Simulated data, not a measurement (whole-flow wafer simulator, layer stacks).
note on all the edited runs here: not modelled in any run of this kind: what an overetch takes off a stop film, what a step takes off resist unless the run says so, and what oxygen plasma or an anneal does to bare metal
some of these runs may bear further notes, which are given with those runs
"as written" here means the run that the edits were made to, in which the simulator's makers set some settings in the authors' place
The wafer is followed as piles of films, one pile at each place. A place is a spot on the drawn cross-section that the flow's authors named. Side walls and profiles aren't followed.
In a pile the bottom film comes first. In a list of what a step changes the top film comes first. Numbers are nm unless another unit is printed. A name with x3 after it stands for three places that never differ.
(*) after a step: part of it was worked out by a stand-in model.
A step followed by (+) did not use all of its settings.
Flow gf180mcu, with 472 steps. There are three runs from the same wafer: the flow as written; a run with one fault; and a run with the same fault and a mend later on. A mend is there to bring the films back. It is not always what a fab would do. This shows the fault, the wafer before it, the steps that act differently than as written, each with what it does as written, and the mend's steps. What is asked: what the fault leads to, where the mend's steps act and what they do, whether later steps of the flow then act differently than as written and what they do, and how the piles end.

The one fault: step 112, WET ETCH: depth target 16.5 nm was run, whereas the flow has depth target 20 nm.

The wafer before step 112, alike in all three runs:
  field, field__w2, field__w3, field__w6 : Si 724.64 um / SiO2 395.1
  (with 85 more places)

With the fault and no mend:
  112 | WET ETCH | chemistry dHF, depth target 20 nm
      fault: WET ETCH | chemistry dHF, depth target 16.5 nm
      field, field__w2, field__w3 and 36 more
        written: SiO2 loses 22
        fault: SiO2 loses 18.2
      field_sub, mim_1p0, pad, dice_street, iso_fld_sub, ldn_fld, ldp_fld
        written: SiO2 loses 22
        fault: SiO2 loses 18.1
  Steps further on in the flow that do not act as written (not shown: 55 more steps that differ only slightly, by at most 2% or 0.5 nm, whichever is larger):
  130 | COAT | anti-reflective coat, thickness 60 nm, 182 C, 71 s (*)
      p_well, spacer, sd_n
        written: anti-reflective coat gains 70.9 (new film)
        fault: anti-reflective coat gains 74.6 (new film)
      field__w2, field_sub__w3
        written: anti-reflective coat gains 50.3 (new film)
        fault: anti-reflective coat gains 49 (new film)
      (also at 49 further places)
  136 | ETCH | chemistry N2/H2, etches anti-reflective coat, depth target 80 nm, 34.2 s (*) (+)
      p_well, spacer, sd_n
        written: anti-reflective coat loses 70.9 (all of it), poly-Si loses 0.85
        fault: anti-reflective coat loses 74.6 (all of it), poly-Si loses 0.76
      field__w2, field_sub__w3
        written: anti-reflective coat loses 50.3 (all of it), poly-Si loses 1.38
        fault: anti-reflective coat loses 49 (all of it), poly-Si loses 1.41
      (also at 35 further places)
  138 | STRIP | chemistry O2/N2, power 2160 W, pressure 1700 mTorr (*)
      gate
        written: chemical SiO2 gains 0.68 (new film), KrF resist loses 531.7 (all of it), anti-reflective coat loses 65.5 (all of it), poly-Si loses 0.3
        fault: chemical SiO2 gains 0.68 (new film), KrF resist loses 531.8 (all of it), anti-reflective coat loses 67.2 (all of it), poly-Si loses 0.3
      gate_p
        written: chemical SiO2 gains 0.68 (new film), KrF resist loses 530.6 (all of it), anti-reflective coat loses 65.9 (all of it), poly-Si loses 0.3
        fault: chemical SiO2 gains 0.68 (new film), KrF resist loses 530.7 (all of it), anti-reflective coat loses 67.8 (all of it), poly-Si loses 0.3
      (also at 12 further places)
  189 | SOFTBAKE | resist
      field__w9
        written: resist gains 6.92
        fault: resist loses 3.09
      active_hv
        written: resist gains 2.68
        fault: resist loses 0.49
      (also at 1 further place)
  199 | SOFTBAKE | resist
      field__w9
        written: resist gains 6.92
        fault: resist loses 3.09
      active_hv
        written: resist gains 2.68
        fault: resist loses 0.49
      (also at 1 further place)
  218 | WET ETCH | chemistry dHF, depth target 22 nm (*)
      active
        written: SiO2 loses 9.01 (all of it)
        fault: SiO2 loses 8.41 (all of it)
  When the end is reached, the piles differ only a little from the flow's at the places that both follow, at most by 2% or 0.5 nm, whichever is larger.

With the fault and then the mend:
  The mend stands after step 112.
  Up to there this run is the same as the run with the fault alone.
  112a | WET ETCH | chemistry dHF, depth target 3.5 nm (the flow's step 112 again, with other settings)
      field, field__w2, field__w3 and 43 more
        SiO2 loses 3.5
  Every later step of the flow that is run acts as written, at every place that is followed, to within 2% or 0.5 nm, whichever is larger.
  When the end is reached, the piles differ only a little from the flow's at the places that both follow, at most by 2% or 0.5 nm, whichever is larger.
